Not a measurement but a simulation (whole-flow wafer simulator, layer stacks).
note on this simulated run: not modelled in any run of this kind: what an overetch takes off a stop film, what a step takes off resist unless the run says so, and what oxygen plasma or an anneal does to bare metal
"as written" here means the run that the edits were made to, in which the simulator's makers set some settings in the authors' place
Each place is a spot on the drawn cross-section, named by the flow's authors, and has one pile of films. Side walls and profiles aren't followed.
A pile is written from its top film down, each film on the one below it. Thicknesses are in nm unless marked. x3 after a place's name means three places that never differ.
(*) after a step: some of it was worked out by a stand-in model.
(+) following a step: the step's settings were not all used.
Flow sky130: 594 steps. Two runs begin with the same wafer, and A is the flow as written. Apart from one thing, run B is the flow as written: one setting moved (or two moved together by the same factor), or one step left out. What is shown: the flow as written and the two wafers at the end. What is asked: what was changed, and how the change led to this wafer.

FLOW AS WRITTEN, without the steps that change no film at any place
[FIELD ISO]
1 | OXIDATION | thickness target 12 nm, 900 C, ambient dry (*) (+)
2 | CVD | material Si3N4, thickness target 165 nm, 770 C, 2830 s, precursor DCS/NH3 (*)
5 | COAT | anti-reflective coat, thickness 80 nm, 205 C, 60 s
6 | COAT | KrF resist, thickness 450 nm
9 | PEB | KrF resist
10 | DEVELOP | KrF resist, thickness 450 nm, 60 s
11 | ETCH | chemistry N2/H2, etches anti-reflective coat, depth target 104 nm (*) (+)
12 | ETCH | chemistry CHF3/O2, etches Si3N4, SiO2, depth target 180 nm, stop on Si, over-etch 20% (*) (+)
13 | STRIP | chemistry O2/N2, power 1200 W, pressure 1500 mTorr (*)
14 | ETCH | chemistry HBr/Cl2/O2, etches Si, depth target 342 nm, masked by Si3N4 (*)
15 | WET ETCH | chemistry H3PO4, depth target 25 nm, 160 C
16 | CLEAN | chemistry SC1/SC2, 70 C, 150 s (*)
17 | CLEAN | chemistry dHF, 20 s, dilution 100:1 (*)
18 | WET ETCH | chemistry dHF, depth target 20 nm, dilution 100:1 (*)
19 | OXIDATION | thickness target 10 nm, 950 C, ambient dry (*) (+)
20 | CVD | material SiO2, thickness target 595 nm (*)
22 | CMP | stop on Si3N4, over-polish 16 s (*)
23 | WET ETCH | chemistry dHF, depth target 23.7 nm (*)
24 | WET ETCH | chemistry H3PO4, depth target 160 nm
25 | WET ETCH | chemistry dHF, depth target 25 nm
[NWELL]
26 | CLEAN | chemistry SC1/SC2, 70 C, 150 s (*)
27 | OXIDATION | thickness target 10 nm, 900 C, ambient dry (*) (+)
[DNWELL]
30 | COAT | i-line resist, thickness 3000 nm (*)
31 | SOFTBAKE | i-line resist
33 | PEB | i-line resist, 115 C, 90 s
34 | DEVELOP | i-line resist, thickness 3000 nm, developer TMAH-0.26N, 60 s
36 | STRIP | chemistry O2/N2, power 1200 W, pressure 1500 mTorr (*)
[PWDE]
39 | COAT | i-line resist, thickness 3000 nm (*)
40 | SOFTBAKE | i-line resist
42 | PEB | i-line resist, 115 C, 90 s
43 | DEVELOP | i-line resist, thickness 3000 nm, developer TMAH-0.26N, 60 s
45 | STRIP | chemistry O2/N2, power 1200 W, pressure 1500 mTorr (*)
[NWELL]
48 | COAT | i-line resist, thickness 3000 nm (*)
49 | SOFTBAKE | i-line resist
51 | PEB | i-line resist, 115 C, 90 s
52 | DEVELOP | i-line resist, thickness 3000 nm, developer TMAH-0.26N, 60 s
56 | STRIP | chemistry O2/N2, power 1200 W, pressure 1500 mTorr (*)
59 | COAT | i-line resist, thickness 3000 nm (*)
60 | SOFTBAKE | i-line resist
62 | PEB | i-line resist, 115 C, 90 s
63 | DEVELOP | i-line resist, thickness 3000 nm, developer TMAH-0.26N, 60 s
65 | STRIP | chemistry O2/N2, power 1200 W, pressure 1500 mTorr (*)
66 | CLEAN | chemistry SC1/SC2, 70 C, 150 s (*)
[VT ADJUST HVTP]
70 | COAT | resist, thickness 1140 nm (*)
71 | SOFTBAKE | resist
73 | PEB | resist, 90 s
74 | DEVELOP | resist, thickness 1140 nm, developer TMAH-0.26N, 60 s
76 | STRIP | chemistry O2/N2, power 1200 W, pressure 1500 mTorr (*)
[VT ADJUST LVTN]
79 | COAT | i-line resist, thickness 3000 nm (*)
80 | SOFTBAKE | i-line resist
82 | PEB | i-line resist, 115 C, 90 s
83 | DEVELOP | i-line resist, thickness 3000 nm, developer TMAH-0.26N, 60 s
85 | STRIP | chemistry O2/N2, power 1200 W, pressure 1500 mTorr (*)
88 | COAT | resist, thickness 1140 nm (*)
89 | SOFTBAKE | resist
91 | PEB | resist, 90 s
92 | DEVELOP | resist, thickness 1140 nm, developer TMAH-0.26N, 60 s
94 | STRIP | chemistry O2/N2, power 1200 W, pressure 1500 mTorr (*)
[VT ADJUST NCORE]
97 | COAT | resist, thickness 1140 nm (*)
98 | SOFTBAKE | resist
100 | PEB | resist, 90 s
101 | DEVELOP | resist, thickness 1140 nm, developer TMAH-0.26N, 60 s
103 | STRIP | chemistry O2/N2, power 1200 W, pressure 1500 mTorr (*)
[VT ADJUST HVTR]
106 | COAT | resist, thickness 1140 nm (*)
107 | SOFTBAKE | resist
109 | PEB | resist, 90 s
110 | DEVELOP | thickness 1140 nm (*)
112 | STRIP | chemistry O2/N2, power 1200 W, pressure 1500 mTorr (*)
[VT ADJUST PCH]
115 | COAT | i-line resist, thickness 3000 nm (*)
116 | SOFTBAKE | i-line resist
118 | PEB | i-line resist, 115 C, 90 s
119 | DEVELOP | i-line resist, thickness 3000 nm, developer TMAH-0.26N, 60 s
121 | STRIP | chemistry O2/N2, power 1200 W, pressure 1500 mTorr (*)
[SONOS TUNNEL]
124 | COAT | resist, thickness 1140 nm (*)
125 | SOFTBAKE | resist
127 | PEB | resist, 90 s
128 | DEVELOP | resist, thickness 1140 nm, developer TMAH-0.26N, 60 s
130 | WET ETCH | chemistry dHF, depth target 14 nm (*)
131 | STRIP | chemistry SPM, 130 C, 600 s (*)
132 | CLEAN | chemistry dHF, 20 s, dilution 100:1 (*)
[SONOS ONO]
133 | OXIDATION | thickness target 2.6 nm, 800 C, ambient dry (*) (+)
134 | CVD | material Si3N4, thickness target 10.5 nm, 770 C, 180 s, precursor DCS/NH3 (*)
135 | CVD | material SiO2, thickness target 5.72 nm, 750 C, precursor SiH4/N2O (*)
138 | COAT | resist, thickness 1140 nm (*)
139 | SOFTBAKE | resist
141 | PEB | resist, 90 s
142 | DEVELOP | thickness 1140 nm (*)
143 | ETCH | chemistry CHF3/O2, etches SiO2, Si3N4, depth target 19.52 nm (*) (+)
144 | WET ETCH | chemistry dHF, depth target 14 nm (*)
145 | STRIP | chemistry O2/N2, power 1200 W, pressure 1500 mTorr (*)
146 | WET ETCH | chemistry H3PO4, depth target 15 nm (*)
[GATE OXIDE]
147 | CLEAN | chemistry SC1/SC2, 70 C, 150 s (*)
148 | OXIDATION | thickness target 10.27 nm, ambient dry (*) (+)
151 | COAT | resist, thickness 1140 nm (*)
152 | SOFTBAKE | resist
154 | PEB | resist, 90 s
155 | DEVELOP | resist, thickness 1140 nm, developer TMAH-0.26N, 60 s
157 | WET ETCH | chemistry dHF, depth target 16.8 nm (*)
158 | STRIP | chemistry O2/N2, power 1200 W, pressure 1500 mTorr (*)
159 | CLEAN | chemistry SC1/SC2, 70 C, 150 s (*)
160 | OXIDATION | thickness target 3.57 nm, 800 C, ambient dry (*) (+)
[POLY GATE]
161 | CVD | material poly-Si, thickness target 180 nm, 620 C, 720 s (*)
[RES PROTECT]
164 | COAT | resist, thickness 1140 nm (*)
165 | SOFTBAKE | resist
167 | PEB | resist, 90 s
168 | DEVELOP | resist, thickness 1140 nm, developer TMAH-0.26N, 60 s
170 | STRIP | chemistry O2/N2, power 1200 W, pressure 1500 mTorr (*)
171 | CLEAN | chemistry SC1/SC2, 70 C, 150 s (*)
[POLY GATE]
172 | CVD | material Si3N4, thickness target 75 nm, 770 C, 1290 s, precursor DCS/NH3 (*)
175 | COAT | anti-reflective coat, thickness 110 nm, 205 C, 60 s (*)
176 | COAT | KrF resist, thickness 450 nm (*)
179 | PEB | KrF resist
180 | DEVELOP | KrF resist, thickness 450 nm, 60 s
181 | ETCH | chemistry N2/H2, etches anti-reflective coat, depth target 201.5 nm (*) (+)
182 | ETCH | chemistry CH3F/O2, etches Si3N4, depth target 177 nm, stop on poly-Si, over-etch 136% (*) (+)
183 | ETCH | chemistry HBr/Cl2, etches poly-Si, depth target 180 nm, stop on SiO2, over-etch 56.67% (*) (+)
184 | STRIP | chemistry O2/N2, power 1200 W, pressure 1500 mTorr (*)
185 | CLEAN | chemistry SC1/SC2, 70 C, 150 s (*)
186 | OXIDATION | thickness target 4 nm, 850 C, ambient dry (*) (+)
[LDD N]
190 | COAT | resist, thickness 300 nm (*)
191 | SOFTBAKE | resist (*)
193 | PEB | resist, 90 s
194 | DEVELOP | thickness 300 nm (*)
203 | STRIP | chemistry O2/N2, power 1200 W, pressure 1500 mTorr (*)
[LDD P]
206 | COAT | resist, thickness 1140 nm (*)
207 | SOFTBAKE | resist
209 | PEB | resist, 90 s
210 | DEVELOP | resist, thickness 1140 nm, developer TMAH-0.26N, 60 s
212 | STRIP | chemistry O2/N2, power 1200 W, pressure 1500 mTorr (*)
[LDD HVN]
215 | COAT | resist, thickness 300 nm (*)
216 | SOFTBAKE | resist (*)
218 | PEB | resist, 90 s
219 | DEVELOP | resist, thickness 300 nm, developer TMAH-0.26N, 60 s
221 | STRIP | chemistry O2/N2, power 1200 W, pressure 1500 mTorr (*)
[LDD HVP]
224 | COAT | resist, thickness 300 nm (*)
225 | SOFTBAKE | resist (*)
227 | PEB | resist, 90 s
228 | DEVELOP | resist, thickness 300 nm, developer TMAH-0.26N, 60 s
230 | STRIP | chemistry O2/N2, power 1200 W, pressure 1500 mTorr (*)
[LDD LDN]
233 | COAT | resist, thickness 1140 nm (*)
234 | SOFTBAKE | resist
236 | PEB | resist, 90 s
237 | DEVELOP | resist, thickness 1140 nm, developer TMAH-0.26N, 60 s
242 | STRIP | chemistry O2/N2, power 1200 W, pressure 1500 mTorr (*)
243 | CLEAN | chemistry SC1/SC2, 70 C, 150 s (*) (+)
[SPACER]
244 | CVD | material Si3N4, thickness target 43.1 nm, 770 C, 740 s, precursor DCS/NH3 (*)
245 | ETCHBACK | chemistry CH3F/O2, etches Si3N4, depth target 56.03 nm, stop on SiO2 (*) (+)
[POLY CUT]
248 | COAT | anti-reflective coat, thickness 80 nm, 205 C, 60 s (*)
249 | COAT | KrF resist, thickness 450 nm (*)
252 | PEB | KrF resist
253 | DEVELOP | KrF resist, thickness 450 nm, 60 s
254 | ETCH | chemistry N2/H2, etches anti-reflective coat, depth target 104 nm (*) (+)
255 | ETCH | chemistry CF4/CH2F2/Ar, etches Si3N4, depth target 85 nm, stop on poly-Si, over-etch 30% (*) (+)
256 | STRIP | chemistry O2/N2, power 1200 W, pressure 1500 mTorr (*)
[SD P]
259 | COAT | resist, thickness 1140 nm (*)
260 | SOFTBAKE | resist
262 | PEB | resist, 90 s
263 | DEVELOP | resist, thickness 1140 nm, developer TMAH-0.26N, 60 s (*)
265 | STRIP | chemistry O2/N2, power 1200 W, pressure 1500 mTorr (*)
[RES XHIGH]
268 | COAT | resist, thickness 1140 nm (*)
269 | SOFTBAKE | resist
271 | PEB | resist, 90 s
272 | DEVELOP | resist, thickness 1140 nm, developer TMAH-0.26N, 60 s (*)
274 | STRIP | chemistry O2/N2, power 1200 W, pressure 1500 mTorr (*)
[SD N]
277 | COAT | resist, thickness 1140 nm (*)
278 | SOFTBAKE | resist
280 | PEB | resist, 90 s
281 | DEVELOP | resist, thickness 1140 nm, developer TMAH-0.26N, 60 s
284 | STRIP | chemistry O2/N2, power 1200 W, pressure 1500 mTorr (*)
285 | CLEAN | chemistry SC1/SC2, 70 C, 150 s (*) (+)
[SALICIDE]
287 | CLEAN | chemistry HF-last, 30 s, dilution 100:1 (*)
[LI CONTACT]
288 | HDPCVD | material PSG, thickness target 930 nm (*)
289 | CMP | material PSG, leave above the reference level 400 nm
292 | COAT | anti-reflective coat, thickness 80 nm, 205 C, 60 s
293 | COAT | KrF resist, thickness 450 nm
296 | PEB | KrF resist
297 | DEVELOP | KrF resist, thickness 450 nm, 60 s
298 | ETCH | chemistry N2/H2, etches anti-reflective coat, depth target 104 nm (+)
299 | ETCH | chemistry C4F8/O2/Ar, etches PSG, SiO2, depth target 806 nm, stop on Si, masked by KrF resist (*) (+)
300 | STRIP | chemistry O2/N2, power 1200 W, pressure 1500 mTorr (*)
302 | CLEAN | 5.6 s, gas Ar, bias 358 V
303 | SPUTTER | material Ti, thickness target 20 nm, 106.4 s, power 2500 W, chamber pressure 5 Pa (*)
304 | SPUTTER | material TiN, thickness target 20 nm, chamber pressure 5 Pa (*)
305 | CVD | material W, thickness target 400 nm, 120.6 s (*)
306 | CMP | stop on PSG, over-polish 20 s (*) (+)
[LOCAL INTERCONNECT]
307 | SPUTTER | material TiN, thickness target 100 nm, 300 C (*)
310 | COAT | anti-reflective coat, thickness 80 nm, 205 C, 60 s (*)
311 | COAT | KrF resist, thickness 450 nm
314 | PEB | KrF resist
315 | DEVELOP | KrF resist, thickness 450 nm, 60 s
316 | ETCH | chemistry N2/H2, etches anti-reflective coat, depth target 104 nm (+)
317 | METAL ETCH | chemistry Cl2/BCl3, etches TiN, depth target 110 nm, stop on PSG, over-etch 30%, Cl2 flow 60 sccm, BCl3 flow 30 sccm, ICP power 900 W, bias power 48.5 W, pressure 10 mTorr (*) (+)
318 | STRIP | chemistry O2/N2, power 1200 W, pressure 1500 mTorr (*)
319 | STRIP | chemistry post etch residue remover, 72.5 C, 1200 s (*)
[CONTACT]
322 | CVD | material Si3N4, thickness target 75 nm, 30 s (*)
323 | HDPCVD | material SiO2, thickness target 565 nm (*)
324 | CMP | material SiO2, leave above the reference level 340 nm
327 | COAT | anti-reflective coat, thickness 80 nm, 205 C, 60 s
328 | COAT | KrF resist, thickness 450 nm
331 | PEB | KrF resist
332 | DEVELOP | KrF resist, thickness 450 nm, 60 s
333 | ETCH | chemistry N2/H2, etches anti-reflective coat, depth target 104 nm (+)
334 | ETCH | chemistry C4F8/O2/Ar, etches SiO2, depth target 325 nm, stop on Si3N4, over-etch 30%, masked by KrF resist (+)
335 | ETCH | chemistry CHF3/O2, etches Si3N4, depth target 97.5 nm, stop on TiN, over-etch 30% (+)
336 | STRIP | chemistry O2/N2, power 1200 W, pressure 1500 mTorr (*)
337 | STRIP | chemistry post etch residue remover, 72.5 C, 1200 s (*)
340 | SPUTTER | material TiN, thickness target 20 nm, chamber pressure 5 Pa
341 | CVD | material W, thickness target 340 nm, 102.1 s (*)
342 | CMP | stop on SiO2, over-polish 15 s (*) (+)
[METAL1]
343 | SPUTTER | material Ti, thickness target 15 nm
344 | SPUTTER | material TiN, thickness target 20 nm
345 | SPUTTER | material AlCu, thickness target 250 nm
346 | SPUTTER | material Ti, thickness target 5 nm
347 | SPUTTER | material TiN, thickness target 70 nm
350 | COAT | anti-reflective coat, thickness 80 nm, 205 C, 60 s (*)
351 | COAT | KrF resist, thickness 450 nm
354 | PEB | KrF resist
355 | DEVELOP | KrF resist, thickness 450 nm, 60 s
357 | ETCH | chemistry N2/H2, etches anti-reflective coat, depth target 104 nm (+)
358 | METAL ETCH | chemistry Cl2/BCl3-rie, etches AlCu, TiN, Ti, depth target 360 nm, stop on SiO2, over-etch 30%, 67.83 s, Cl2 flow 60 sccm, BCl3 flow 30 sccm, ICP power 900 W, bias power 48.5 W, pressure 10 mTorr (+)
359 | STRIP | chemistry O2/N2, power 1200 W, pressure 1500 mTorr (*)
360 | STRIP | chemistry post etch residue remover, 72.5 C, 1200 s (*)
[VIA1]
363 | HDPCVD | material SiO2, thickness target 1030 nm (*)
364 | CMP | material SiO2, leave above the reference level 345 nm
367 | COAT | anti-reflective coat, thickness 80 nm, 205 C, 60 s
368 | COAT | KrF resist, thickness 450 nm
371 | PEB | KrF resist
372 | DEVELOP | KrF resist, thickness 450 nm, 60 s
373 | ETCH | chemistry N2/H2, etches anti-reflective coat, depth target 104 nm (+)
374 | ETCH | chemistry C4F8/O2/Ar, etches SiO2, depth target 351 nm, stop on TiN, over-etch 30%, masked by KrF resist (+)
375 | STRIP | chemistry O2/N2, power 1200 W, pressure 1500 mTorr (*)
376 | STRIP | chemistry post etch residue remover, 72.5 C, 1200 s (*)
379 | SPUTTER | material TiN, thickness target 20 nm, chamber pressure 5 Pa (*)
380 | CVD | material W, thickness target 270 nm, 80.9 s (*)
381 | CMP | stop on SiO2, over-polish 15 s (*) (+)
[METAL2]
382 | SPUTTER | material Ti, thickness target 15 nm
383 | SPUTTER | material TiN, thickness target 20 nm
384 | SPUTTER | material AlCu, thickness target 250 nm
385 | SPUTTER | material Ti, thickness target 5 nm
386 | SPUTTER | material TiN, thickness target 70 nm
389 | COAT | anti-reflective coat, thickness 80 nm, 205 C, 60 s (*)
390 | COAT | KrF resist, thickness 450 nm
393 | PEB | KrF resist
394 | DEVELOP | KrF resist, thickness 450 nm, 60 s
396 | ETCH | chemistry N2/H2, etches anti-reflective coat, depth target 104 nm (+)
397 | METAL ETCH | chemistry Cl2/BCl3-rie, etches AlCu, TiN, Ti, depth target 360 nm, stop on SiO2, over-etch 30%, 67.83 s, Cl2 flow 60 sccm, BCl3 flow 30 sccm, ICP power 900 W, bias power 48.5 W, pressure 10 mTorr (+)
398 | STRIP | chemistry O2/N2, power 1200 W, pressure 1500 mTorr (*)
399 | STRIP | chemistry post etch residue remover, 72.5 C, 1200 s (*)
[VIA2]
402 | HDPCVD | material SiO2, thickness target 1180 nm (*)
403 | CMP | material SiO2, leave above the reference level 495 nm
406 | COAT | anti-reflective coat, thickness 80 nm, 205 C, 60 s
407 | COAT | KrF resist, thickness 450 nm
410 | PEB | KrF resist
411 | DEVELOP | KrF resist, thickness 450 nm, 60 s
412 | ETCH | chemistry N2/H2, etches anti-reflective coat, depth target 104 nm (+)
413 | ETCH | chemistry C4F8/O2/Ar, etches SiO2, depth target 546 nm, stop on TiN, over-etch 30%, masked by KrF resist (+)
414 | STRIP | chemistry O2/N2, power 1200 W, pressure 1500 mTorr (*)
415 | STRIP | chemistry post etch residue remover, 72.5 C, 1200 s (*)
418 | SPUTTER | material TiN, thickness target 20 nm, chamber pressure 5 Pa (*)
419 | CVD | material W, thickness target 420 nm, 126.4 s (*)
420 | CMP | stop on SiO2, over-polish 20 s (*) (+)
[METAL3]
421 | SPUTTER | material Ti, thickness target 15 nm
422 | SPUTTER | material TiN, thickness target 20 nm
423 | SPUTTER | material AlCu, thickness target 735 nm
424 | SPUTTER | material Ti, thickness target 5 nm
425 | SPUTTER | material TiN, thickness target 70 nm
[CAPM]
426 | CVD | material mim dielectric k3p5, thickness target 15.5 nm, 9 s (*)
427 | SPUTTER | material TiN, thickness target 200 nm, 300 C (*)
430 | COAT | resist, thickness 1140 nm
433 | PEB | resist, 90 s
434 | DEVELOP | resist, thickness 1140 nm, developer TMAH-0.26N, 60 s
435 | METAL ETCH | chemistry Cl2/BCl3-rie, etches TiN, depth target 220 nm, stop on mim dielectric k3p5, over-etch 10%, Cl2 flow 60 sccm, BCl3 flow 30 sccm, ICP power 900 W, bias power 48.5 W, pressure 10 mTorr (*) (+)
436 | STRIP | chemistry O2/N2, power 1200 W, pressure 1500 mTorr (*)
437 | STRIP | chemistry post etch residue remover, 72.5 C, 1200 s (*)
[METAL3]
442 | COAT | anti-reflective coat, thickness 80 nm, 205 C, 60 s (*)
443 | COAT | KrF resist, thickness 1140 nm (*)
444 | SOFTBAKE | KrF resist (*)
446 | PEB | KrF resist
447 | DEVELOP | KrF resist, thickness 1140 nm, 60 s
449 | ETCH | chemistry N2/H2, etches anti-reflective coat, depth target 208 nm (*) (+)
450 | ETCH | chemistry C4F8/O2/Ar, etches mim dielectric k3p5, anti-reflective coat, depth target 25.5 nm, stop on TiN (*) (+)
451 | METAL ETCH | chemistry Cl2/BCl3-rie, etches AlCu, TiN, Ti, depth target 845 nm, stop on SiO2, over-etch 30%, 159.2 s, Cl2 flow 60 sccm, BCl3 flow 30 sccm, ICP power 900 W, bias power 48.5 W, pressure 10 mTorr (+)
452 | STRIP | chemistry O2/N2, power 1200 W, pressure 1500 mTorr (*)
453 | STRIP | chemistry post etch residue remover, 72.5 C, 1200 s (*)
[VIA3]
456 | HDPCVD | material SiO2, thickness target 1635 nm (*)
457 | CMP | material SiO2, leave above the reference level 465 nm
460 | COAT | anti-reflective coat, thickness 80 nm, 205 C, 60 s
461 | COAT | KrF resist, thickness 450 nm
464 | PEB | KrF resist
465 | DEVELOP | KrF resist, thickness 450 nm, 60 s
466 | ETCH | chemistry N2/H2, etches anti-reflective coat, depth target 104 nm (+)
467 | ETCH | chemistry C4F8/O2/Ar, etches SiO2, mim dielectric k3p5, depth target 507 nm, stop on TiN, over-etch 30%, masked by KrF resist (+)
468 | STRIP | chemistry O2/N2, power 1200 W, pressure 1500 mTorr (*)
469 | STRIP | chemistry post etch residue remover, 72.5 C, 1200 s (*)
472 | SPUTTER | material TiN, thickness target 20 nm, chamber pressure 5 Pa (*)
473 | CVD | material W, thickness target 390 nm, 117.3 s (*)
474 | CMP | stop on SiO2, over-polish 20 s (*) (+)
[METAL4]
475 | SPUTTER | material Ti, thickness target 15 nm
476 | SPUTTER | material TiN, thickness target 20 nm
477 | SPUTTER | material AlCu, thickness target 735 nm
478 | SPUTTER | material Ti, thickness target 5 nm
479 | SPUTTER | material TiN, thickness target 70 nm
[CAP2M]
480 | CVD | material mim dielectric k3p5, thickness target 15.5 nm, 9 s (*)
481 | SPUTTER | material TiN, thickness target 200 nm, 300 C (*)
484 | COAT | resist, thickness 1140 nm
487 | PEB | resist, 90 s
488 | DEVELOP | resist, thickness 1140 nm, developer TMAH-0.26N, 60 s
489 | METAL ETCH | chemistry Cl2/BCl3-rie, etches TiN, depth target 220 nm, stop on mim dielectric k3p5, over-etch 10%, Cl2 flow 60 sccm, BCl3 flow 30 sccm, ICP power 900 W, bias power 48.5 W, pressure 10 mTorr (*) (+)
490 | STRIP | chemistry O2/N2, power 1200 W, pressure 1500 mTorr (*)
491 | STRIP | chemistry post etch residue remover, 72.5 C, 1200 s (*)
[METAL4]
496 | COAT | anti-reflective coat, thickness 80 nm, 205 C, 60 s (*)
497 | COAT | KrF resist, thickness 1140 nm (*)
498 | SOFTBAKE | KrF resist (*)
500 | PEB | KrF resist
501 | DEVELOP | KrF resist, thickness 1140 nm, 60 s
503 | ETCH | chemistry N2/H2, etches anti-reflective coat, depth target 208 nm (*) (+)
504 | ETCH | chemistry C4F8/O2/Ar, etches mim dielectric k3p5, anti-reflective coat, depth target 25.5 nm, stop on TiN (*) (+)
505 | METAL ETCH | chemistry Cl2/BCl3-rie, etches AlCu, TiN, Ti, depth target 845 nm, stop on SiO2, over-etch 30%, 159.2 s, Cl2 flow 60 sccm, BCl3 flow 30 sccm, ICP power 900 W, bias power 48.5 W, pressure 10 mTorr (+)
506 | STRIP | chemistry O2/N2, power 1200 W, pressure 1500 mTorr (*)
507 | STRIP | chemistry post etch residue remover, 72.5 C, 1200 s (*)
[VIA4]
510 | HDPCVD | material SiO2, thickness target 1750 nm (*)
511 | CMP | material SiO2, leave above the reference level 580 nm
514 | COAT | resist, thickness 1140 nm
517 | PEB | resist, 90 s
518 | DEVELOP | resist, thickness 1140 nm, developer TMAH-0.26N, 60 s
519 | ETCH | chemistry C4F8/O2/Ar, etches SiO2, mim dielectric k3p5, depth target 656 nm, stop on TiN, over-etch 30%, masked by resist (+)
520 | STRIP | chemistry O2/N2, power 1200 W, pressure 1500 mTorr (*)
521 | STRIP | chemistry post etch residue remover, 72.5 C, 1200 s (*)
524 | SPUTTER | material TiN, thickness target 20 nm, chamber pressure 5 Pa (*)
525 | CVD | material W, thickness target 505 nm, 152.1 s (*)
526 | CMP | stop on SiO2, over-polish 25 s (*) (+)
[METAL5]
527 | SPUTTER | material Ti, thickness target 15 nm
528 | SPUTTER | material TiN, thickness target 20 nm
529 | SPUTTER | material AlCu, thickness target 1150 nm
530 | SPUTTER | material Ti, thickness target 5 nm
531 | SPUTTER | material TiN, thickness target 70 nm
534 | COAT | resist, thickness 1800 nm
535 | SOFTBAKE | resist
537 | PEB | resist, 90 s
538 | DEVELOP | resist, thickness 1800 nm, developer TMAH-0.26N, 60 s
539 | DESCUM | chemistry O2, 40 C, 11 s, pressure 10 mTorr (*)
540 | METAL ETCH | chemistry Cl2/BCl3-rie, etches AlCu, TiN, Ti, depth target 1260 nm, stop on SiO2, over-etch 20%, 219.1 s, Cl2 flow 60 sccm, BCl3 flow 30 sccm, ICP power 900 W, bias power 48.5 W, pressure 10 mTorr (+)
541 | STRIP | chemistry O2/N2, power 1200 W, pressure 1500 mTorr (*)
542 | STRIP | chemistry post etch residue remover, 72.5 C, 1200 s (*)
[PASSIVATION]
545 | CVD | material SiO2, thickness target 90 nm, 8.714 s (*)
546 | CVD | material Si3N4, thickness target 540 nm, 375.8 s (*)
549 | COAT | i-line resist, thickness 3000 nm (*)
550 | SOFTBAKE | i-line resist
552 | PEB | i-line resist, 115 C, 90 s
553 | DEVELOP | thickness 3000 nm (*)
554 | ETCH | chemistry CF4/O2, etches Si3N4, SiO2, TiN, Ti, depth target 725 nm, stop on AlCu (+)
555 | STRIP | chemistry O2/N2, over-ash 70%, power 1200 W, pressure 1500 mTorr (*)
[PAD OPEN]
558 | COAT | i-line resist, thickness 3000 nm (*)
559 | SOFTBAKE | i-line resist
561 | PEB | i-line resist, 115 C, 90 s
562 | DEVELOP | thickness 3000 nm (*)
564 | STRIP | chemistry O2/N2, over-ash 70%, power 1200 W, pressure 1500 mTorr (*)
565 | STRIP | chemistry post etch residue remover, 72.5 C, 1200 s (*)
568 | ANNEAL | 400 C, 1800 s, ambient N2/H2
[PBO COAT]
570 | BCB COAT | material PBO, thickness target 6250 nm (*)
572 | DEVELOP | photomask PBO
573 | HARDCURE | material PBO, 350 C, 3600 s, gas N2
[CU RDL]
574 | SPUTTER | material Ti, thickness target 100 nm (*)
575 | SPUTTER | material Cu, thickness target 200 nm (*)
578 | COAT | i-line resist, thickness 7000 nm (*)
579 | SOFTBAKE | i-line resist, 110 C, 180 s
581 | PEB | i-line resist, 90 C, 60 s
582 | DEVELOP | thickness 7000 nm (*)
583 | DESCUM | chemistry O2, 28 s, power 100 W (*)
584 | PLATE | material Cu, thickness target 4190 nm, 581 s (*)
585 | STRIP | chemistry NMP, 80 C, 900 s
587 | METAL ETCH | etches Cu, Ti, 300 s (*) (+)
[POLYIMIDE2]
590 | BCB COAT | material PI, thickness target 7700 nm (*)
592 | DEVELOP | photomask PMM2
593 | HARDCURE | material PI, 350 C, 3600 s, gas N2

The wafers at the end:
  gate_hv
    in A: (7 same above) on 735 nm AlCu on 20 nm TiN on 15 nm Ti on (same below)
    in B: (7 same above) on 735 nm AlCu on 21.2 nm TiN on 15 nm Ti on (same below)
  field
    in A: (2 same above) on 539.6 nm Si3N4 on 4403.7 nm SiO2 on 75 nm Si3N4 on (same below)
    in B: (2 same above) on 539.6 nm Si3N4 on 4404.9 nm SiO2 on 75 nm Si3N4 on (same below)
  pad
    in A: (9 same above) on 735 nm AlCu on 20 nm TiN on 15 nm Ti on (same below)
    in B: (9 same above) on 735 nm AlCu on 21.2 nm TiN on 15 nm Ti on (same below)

What caused this: step 476, SPUTTER: thickness target 21.2 nm was run, whereas the flow has thickness target 20 nm.
The wafer itself shows it: gate_hv has TiN 21.2, and step 476 as written asks for 20 nm.

How this came from the change, step by step:
  476 | SPUTTER | material TiN, thickness target 20 nm
      field, active, n_well and 189 more: A TiN gains 20 (new film) | B TiN gains 21.2 (new film)
  505 | METAL ETCH | chemistry Cl2/BCl3-rie, etches AlCu, TiN, Ti, depth target 845 nm, stop on SiO2, over-etch 30%, 159.2 s, Cl2 flow 60 sccm, BCl3 flow 30 sccm, ICP power 900 W, bias power 48.5 W, pressure 10 mTorr (+)
      field, active, gate and 70 more: A TiN loses 70 (all of it), Ti loses 5 (all of it), AlCu loses 735 (all of it), TiN loses 20 (all of it), Ti loses 15 (all of it), SiO2 loses 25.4 | B TiN loses 70 (all of it), Ti loses 5 (all of it), AlCu loses 735 (all of it), TiN loses 21.2 (all of it), Ti loses 15 (all of it), SiO2 loses 25.2
      vpp_iso1, mim_edge_plate, m1_ln and 12 more: A TiN loses 70 (all of it), Ti loses 5 (all of it), AlCu loses 735 (all of it), TiN loses 20 (all of it), Ti loses 15 (all of it), SiO2 loses 25.3 | B TiN loses 70 (all of it), Ti loses 5 (all of it), AlCu loses 735 (all of it), TiN loses 21.2 (all of it), Ti loses 15 (all of it), SiO2 loses 25.2
